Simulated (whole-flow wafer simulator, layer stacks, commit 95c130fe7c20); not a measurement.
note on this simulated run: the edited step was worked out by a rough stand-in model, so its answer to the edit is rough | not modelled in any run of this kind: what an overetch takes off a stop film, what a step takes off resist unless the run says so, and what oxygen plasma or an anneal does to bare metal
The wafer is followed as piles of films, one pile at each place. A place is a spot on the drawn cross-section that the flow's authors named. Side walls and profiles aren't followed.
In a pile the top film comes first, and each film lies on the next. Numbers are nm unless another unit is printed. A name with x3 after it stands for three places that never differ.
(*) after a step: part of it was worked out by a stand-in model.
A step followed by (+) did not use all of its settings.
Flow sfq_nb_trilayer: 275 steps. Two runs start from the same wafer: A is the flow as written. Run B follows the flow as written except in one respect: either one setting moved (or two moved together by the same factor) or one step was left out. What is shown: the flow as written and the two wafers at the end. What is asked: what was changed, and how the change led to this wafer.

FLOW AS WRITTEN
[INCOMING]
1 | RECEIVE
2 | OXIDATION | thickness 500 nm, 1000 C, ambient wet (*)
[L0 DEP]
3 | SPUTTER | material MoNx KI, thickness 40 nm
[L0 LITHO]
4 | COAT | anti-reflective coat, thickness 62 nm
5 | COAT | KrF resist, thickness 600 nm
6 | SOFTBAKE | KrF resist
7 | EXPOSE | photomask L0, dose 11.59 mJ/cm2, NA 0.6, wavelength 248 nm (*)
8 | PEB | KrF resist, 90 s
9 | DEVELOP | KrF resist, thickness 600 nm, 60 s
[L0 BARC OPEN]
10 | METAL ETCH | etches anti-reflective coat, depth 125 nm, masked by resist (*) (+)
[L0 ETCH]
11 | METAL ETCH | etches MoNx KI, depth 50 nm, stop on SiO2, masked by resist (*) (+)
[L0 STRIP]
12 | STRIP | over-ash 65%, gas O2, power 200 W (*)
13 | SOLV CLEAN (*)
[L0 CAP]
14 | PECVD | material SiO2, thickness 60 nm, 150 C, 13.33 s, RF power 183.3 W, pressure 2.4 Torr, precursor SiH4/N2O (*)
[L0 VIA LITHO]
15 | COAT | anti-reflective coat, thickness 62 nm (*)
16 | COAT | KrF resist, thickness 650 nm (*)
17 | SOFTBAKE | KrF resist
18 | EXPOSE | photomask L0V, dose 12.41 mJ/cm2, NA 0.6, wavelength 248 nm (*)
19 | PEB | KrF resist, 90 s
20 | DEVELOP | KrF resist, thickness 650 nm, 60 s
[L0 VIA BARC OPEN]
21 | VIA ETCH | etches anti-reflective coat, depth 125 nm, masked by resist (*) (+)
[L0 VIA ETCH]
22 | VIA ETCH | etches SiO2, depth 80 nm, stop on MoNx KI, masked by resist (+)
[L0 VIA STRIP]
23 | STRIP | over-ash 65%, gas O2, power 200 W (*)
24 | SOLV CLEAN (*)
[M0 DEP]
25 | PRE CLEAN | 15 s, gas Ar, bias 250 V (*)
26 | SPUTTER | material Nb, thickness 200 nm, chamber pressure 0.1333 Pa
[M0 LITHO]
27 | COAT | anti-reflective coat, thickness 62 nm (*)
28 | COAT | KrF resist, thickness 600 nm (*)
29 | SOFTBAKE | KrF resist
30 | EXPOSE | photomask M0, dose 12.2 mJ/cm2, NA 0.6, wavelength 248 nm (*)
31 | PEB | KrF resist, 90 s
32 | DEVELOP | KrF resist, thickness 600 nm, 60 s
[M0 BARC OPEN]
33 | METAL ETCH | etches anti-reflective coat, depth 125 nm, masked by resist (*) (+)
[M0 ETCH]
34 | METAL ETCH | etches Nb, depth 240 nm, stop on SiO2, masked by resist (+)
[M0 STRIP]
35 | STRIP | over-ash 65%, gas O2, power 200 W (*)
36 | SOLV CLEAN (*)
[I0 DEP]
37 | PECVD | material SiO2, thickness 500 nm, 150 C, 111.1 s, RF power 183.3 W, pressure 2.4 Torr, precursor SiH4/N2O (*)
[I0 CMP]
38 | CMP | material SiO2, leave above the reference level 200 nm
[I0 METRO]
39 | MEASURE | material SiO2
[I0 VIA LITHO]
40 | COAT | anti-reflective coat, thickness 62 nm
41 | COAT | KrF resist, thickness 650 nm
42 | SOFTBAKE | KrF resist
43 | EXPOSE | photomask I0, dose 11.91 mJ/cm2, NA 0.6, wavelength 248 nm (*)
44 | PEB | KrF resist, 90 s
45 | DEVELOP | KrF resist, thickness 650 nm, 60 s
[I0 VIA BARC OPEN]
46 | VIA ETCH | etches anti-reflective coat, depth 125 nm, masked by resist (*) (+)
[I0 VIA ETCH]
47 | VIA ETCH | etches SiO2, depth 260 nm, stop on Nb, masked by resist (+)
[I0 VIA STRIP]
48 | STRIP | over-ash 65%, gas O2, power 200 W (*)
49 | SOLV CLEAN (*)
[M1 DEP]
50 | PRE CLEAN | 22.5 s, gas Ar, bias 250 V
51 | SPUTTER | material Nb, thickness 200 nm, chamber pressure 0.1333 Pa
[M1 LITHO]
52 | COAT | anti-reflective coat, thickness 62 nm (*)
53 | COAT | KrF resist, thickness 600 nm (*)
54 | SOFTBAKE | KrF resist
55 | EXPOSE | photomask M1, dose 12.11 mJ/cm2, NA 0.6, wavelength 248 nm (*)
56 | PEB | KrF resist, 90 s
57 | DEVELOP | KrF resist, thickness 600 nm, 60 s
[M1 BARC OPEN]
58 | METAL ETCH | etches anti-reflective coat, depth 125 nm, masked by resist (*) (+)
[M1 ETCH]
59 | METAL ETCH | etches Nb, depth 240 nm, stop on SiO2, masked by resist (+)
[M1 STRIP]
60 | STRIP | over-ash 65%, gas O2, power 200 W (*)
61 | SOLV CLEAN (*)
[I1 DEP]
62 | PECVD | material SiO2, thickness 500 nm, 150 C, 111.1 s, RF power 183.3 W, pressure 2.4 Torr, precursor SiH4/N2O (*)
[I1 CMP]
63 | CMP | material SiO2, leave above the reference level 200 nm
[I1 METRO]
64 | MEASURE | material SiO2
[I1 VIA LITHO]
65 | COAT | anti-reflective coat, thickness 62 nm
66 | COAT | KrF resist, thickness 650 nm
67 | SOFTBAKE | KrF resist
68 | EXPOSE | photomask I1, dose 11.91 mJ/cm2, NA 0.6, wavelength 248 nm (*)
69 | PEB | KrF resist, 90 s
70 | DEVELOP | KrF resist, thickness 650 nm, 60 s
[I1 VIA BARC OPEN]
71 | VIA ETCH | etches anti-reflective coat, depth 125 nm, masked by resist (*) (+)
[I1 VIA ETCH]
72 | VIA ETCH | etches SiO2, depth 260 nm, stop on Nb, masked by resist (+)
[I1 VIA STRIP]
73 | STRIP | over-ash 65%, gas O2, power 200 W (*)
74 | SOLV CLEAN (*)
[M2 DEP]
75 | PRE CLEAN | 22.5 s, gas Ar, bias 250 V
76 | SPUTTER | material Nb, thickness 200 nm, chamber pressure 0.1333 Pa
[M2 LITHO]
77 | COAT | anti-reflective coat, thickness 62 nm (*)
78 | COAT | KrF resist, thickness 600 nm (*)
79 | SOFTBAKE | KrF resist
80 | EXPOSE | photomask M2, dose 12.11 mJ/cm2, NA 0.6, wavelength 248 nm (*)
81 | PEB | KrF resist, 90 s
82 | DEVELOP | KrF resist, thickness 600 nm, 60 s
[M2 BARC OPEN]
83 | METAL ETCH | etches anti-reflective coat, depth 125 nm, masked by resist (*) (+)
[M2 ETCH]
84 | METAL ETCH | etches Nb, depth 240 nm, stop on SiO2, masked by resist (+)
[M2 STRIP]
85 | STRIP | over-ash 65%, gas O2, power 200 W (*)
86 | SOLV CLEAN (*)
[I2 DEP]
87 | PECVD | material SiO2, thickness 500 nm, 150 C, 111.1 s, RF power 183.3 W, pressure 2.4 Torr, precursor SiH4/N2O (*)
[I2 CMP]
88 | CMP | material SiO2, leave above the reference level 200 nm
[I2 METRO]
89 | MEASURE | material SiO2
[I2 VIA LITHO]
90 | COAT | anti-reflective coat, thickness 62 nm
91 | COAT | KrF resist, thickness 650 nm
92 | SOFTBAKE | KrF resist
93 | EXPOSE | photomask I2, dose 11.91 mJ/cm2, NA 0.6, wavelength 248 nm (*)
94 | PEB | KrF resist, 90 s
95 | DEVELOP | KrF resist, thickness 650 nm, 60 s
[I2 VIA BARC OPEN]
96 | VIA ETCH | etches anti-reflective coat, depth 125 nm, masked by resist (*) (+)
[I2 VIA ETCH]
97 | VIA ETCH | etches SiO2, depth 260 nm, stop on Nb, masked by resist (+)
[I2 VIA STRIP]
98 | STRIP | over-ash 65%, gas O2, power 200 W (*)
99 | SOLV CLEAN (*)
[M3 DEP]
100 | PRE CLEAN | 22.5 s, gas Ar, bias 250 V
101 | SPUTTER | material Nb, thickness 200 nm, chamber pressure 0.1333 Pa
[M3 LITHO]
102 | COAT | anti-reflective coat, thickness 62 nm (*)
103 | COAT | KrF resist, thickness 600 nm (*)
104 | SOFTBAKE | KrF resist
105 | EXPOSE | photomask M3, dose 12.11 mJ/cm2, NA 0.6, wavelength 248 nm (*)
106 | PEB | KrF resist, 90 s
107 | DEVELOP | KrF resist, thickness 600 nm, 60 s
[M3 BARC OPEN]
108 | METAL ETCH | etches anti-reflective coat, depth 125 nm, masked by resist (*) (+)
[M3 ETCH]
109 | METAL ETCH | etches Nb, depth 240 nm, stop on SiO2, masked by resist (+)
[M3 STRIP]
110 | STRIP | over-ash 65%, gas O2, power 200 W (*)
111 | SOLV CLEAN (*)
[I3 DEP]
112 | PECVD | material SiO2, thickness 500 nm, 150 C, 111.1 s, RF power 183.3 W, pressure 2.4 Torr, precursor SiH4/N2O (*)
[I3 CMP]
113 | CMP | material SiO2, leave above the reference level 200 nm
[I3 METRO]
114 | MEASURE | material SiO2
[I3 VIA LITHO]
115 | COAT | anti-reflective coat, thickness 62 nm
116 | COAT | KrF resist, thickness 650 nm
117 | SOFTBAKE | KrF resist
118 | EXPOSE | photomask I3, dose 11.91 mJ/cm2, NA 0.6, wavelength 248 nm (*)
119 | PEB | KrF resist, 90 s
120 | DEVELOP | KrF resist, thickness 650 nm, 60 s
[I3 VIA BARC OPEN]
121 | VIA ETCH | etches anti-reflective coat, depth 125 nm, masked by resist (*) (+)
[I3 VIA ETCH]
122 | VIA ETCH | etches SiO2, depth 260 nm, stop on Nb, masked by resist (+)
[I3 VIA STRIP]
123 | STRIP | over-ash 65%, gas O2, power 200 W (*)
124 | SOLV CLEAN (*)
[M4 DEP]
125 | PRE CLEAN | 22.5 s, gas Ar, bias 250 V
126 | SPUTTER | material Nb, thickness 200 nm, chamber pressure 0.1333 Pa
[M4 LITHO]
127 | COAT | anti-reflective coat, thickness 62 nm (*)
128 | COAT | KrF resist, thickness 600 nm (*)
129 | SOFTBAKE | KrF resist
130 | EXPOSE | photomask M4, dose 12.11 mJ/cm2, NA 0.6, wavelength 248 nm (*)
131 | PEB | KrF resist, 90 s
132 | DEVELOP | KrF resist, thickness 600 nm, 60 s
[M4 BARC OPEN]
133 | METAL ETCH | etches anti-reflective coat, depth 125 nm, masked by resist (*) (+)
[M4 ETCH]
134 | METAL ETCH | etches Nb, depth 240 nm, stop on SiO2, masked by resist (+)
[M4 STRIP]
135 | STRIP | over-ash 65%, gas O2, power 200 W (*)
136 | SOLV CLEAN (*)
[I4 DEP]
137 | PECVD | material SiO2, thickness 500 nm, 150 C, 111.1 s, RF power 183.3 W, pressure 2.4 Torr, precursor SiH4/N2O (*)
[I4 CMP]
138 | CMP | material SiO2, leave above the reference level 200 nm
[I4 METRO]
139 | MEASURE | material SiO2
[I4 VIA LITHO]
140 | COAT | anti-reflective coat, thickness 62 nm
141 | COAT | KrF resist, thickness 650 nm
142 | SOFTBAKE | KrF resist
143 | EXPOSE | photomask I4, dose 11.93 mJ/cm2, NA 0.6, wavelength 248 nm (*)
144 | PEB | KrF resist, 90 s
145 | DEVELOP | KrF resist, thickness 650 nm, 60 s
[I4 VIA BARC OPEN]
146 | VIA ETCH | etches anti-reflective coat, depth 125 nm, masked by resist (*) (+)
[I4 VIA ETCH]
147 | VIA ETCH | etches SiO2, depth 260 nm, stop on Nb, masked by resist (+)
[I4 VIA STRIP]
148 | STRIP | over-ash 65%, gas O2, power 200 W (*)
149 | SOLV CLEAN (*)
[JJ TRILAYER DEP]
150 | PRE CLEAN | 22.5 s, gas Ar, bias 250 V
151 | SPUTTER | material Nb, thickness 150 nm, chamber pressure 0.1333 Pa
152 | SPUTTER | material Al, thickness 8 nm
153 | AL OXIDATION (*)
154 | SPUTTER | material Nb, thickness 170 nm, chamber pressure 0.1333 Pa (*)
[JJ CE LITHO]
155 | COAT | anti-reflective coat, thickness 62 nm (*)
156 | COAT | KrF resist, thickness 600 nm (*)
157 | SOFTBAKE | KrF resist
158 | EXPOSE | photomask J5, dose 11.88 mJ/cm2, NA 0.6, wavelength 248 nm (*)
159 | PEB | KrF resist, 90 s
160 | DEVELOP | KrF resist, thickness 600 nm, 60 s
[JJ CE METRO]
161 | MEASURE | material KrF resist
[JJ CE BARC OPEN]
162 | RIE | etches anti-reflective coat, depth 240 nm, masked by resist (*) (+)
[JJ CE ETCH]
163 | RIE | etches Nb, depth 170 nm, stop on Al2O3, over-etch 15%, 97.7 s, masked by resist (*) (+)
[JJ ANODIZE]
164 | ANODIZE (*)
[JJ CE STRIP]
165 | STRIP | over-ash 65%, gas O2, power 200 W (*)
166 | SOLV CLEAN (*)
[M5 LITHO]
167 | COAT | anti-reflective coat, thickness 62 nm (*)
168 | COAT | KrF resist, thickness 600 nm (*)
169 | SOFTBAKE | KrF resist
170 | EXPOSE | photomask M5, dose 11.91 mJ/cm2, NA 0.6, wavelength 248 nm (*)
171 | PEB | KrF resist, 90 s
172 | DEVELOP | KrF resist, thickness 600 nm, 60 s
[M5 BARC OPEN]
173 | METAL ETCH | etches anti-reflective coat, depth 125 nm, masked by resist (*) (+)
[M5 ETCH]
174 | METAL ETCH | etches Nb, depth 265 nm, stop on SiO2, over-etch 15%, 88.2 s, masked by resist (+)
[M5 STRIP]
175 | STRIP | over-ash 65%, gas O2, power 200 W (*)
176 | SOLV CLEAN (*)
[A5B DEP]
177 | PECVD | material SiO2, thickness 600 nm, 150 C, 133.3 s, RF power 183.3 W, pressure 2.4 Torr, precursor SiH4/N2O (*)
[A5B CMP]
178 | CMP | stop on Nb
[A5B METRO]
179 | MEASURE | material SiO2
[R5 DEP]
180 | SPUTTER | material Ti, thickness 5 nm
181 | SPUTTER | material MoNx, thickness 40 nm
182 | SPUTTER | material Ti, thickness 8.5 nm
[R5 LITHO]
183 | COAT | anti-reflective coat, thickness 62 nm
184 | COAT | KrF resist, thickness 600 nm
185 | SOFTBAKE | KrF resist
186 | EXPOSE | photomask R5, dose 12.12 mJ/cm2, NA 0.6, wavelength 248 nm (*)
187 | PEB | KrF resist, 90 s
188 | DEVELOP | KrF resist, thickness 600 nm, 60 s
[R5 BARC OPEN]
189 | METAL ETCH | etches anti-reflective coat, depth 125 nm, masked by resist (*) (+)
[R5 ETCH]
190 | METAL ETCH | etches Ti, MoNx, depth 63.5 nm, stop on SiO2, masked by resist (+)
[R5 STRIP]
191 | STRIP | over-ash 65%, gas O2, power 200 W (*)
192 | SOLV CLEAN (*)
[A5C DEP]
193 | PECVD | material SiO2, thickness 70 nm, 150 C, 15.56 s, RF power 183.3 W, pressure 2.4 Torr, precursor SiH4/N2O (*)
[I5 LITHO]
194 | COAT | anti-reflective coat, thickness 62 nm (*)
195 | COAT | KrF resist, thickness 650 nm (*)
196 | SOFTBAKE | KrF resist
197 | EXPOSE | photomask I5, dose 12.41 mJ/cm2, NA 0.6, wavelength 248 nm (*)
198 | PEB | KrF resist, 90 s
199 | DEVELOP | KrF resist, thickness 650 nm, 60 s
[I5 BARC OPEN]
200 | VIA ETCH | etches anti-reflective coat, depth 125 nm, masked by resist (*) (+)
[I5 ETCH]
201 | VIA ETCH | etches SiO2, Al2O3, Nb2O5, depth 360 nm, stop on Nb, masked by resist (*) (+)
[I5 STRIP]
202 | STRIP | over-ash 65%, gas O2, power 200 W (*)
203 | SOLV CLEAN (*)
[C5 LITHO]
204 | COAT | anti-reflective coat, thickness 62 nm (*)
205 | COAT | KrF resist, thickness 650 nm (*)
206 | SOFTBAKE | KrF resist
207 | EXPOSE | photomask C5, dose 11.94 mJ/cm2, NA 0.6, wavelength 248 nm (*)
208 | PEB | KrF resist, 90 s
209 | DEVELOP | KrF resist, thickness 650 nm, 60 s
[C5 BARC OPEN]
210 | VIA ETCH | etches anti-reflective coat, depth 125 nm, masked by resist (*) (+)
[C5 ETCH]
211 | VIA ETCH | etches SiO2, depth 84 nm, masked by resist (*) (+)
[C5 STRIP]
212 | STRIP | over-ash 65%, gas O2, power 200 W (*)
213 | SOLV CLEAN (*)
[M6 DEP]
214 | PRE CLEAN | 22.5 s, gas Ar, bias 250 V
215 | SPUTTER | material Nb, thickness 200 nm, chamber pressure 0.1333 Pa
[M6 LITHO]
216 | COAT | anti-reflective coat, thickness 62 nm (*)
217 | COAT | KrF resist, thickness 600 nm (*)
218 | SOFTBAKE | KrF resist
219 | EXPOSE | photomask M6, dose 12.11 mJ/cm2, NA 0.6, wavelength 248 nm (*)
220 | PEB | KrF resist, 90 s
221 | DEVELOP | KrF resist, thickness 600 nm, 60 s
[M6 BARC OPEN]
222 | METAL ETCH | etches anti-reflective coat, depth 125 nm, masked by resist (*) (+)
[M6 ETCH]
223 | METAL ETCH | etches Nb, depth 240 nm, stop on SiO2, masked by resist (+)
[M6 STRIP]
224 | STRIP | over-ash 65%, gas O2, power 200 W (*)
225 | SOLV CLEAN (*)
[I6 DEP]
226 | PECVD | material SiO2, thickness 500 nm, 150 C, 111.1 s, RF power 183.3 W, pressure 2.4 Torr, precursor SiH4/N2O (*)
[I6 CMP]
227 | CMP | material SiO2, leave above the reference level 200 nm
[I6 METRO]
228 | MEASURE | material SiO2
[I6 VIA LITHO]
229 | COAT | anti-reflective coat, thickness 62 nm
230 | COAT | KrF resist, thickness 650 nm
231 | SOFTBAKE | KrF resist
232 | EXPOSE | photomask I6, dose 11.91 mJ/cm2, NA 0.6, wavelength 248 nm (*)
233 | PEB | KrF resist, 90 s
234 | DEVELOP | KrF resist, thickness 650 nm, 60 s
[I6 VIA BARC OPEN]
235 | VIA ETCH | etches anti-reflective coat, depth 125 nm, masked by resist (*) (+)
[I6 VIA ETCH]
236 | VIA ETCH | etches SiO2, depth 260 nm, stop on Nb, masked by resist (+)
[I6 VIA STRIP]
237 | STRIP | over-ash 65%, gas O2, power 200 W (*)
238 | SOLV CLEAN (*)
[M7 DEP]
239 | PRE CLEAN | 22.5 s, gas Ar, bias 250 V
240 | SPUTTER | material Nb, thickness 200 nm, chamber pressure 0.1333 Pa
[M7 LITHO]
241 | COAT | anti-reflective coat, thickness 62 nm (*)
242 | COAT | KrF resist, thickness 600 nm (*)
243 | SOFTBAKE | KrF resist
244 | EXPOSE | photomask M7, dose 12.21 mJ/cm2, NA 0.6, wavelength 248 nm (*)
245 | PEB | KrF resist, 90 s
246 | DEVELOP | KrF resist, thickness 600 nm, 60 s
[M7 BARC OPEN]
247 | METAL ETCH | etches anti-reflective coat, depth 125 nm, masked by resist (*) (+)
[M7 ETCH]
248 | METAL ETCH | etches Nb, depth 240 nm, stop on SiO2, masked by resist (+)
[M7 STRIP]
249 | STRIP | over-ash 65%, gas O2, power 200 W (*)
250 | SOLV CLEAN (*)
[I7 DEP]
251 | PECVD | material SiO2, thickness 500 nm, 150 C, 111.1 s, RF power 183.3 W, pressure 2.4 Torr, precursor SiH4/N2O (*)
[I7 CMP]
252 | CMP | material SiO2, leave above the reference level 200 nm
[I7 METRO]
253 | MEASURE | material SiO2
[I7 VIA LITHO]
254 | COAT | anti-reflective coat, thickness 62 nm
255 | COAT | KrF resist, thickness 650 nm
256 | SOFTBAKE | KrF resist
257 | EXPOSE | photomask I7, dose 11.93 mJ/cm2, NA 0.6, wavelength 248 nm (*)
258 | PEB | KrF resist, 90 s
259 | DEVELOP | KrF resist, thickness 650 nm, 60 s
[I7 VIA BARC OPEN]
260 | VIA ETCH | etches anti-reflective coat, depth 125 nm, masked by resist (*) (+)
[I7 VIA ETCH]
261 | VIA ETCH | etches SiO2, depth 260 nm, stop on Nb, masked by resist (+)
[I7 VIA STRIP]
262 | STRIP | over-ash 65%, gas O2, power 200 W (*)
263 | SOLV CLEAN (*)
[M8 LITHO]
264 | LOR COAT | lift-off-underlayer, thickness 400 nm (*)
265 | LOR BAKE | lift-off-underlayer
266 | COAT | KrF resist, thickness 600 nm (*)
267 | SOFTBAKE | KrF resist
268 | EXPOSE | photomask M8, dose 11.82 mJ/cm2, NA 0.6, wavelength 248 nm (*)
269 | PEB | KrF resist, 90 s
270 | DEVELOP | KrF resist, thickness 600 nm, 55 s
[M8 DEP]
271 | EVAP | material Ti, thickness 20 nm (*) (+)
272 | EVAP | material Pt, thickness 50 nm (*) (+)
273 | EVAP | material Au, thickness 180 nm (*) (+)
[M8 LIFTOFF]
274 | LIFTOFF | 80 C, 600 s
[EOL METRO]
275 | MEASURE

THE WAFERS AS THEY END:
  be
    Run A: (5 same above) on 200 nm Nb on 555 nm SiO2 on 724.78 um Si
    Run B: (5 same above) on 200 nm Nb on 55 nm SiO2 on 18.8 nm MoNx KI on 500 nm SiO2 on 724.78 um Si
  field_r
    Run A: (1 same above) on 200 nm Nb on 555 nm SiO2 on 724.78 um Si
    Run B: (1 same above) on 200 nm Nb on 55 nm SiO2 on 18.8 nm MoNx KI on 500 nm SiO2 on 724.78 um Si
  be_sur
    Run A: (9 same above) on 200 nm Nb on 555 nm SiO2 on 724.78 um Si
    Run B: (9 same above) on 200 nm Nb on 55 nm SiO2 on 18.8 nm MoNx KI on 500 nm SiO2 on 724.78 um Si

Cause: step 11, METAL ETCH: depth 21.2 nm was run, though the flow has depth 50 nm.

Step by step, how the change led to this:
  11 | METAL ETCH | etches MoNx KI, depth 50 nm, stop on SiO2, masked by resist (*) (+)
      v_sur, via_wl, via_w and 97 more: A MoNx KI loses 40 (all of it) | B MoNx KI loses 21.2
      field_l, l0_sur, l0v, l0r_line_l, l0r_line_c, l0r_line_r: A KrF resist loses 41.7 | B KrF resist loses 17.7
  12 | STRIP | over-ash 65%, gas O2, power 200 W (*)
      field_l, l0_sur, l0v, l0r_line_l, l0r_line_c, l0r_line_r: A KrF resist loses 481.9 (all of it), anti-reflective coat loses 62 (all of it) | B KrF resist loses 505.9 (all of it), anti-reflective coat loses 62 (all of it)
  14 | PECVD | material SiO2, thickness 60 nm, 150 C, 13.33 s, RF power 183.3 W, pressure 2.4 Torr, precursor SiH4/N2O (*)
      v_sur, via_wl, via_w and 97 more: A SiO2 gains 60 | B SiO2 gains 60 (new film)
  15 | COAT | anti-reflective coat, thickness 62 nm (*)
      l0r_line_l, l0r_line_c, l0r_line_r: A anti-reflective coat gains 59 (new film) | B anti-reflective coat gains 60.3 (new film)
      field_l: A anti-reflective coat gains 56.7 (new film) | B anti-reflective coat gains 59 (new film)
      (also at 4 further places)
  23 | STRIP | over-ash 65%, gas O2, power 200 W (*)
      l0r_line_l, l0r_line_c, l0r_line_r: A KrF resist loses 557 (all of it), anti-reflective coat loses 59 (all of it) | B KrF resist loses 558.3 (all of it), anti-reflective coat loses 60.3 (all of it)
      field_l: A KrF resist loses 551.4 (all of it), anti-reflective coat loses 56.7 (all of it) | B KrF resist loses 555.4 (all of it), anti-reflective coat loses 59 (all of it)
      (also at 4 further places)
  27 | COAT | anti-reflective coat, thickness 62 nm (*)
      l0r_line_l, l0r_line_c: A anti-reflective coat gains 59 (new film) | B anti-reflective coat gains 60.3 (new film)
      field_l: A anti-reflective coat gains 56.9 (new film) | B anti-reflective coat gains 59.1 (new film)
      (also at 5 further places)
  35 | STRIP | over-ash 65%, gas O2, power 200 W (*)
      field_l: A KrF resist loses 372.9 (all of it), anti-reflective coat loses 56.9 (all of it) | B KrF resist loses 377.3 (all of it), anti-reflective coat loses 59.1 (all of it)
      v_sur: A KrF resist loses 391.6 (all of it), anti-reflective coat loses 72.3 (all of it) | B KrF resist loses 387.1 (all of it), anti-reflective coat loses 67.4 (all of it)
      (also at 6 further places)
  38 | CMP | material SiO2, leave above the reference level 200 nm
      field_l, l0_sur, l0r_line_l, l0r_line_c, l0r_line_r: A SiO2 loses 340 | B SiO2 loses 321.2
      l0v: A SiO2 loses 277.8 | B SiO2 loses 259
With metal films that touch counted as one body, be has 4 bodies (between them, from the top down: SiO2 503.2; SiO2 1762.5; SiO2 55); the flow as written gives 3 bodies (between them, from the top down: SiO2 503.2; SiO2 1762.5).
With metal films that touch counted as one body, field_r has 2 bodies (between them, from the top down: SiO2 55); the flow as written gives 1 body.
With metal films that touch counted as one body, be_sur has 5 bodies (between them, from the top down: SiO2 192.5; SiO2 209 / Al2O3 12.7 / Nb2O5 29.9; SiO2 1762.5; SiO2 55); the flow as written gives 4 bodies (between them, from the top down: SiO2 192.5; SiO2 209 / Al2O3 12.7 / Nb2O5 29.9; SiO2 1762.5).
